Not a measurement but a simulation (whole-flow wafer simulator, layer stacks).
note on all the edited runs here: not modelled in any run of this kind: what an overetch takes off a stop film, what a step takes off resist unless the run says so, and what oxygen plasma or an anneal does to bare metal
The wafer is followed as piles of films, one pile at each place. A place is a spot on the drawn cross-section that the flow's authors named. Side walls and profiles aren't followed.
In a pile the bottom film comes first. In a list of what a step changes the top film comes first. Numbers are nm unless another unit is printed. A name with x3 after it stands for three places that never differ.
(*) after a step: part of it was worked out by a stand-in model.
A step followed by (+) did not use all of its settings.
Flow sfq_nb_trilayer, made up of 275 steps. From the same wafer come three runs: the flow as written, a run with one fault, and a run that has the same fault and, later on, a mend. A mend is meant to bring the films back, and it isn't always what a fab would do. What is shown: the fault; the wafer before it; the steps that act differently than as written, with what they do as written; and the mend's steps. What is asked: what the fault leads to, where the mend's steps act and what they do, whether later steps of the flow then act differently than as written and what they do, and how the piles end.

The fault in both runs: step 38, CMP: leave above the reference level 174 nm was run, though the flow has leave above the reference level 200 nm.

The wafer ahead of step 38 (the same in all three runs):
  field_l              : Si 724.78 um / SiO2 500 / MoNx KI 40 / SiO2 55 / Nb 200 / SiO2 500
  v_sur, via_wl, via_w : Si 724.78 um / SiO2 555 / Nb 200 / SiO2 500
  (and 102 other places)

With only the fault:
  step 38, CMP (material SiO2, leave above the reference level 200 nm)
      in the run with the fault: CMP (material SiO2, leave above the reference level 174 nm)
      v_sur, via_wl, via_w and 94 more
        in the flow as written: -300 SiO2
        in the run with the fault: -326 SiO2
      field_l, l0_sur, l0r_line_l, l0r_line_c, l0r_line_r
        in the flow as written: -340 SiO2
        in the run with the fault: -366 SiO2
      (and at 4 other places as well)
  Steps further on in the flow that do not act as written (not shown: 3 more steps that differ only slightly, by at most 2% or 0.5 nm, whichever is larger):
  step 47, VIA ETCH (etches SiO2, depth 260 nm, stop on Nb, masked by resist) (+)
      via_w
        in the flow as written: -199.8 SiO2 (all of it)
        in the run with the fault: -173.8 SiO2 (all of it)
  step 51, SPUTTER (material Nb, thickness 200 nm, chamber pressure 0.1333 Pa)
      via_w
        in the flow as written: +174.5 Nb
        in the run with the fault: +179.9 Nb
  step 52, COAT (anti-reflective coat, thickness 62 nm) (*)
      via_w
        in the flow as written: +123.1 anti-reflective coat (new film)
        in the run with the fault: +116 anti-reflective coat (new film)
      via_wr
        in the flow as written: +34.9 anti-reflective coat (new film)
        in the run with the fault: +33.9 anti-reflective coat (new film)
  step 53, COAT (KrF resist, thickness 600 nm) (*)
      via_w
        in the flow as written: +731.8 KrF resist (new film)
        in the run with the fault: +711.2 KrF resist (new film)
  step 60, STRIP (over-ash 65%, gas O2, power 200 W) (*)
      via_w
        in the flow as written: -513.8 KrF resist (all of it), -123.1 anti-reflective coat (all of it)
        in the run with the fault: -493.4 KrF resist (all of it), -116 anti-reflective coat (all of it)
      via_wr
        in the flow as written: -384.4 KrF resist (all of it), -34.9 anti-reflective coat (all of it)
        in the run with the fault: -388.3 KrF resist (all of it), -33.9 anti-reflective coat (all of it)
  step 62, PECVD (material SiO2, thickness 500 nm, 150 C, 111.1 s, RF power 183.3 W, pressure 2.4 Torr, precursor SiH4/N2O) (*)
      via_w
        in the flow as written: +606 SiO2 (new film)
        in the run with the fault: +550.1 SiO2 (new film)
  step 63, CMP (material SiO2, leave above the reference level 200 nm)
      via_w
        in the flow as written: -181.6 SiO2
        in the run with the fault: -157.1 SiO2
  By the end, the piles at v_sur, via_wl, via_w and 30 more depart from the flow's by more than 2% or 0.5 nm, whichever is larger.
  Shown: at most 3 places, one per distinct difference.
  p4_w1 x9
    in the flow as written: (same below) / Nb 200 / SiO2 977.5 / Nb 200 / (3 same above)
    in the run with the fault: (same below) / Nb 200 / SiO2 951.5 / Nb 200 / (3 same above)
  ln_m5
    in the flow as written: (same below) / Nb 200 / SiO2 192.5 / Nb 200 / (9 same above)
    in the run with the fault: (same below) / Nb 200 / SiO2 166.5 / Nb 200 / (9 same above)
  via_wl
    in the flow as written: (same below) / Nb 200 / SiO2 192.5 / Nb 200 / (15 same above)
    in the run with the fault: (same below) / Nb 200 / SiO2 166.5 / Nb 200 / (15 same above)

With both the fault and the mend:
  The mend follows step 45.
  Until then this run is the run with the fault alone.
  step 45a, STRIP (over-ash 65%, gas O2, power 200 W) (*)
      field_l, v_sur, via_wl and 102 more
        -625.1 KrF resist (all of it), -62 anti-reflective coat (all of it)
      via_w
        -62 anti-reflective coat (all of it)
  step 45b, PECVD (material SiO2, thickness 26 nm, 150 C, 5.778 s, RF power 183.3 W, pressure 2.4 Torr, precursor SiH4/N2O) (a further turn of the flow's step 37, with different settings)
      field_l, v_sur, via_wl and 103 more
        +26 SiO2
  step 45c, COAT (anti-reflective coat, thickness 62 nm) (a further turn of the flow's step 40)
      field_l, v_sur, via_wl and 103 more
        +62 anti-reflective coat (new film)
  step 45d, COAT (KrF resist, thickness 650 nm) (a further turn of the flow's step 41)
      field_l, v_sur, via_wl and 103 more
        +650 KrF resist (new film)
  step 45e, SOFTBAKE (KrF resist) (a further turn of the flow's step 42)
      alters no film at any place that is followed
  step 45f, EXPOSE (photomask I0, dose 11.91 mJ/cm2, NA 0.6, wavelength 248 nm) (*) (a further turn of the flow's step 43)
      alters no film at any place that is followed
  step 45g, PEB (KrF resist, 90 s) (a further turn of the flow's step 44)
      field_l, v_sur, via_wl and 103 more
        -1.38 KrF resist
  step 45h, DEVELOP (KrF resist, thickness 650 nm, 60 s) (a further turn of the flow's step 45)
      field_l, v_sur, via_wl and 102 more
        -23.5 KrF resist
      via_w
        -648.6 KrF resist (all of it)
  None of the later steps of the flow differs from how it acts as written, at any place that is followed, by more than 2% or 0.5 nm, whichever is larger.
  The piles end only slightly different from the flow's at the places that both follow, by no more than 2% or 0.5 nm, whichever is larger.
